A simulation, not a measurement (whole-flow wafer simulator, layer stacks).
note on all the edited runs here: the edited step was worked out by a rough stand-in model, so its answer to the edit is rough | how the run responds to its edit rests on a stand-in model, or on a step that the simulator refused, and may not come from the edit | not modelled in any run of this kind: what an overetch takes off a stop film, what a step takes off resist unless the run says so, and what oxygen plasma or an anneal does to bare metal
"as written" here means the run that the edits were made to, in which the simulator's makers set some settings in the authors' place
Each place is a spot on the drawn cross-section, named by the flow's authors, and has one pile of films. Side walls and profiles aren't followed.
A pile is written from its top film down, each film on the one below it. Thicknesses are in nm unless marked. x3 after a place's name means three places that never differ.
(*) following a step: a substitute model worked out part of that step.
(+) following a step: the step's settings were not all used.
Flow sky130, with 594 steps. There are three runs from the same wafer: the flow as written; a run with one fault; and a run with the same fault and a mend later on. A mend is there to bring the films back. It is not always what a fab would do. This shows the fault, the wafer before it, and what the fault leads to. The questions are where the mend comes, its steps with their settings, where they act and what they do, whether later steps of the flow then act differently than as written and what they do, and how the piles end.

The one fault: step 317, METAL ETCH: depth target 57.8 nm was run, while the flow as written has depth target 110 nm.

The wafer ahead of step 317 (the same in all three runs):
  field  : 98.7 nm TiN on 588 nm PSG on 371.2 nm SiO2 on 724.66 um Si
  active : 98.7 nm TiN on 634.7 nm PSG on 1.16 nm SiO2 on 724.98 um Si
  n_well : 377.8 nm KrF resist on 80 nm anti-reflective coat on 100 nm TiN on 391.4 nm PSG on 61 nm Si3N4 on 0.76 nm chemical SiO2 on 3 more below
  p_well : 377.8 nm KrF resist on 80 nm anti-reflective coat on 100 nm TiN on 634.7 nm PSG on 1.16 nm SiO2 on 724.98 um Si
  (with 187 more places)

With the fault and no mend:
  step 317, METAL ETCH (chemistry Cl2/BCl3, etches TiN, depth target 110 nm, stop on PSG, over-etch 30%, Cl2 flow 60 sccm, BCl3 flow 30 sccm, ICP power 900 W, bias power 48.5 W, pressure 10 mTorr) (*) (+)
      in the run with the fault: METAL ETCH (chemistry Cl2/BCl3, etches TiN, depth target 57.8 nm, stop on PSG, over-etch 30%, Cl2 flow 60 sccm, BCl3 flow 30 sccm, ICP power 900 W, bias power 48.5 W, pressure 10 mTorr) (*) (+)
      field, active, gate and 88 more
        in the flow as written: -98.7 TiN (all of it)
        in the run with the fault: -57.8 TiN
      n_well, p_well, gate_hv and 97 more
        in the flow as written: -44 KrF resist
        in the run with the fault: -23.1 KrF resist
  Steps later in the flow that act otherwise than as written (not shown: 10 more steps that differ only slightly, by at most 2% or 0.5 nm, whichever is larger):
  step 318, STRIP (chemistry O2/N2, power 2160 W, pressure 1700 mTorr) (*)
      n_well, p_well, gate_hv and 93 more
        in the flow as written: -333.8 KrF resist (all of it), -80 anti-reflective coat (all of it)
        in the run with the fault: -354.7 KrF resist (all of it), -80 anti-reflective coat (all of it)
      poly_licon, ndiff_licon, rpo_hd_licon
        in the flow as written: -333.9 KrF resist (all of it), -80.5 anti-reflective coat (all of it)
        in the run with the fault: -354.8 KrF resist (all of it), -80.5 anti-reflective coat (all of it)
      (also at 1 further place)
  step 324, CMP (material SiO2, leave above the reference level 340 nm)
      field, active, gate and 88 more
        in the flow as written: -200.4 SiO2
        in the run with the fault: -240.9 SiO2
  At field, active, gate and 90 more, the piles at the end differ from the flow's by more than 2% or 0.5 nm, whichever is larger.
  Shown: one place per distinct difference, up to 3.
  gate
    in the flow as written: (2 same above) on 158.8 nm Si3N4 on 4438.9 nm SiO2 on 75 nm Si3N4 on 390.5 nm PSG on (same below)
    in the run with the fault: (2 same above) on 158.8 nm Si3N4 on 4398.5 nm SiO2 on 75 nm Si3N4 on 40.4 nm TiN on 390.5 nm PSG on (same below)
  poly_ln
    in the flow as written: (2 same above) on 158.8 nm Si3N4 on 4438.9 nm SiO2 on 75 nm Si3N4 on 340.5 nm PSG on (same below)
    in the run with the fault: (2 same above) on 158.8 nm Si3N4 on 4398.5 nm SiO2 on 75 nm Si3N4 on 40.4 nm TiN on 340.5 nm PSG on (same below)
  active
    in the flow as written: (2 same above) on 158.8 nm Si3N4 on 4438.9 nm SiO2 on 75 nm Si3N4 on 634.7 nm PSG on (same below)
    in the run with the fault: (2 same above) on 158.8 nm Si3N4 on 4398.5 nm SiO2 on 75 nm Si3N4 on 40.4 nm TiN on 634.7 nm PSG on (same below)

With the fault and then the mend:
  After step 317 comes the mend.
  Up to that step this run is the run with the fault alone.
  step 317a, METAL ETCH (chemistry Cl2/BCl3, etches TiN, depth target 52.2 nm, stop on PSG, over-etch 30%, Cl2 flow 60 sccm, BCl3 flow 30 sccm, ICP power 900 W, bias power 48.5 W, pressure 10 mTorr) (*) (+) (a further turn of the flow's step 317, with different settings)
      n_well, p_well, gate_hv and 97 more
        -20.9 KrF resist
      field, active, gate and 88 more
        -40.9 TiN (all of it)
  Later steps of the flow that are run all act as written at every place that is followed.
  By the end, the piles equal the flow's at every place that both follow.
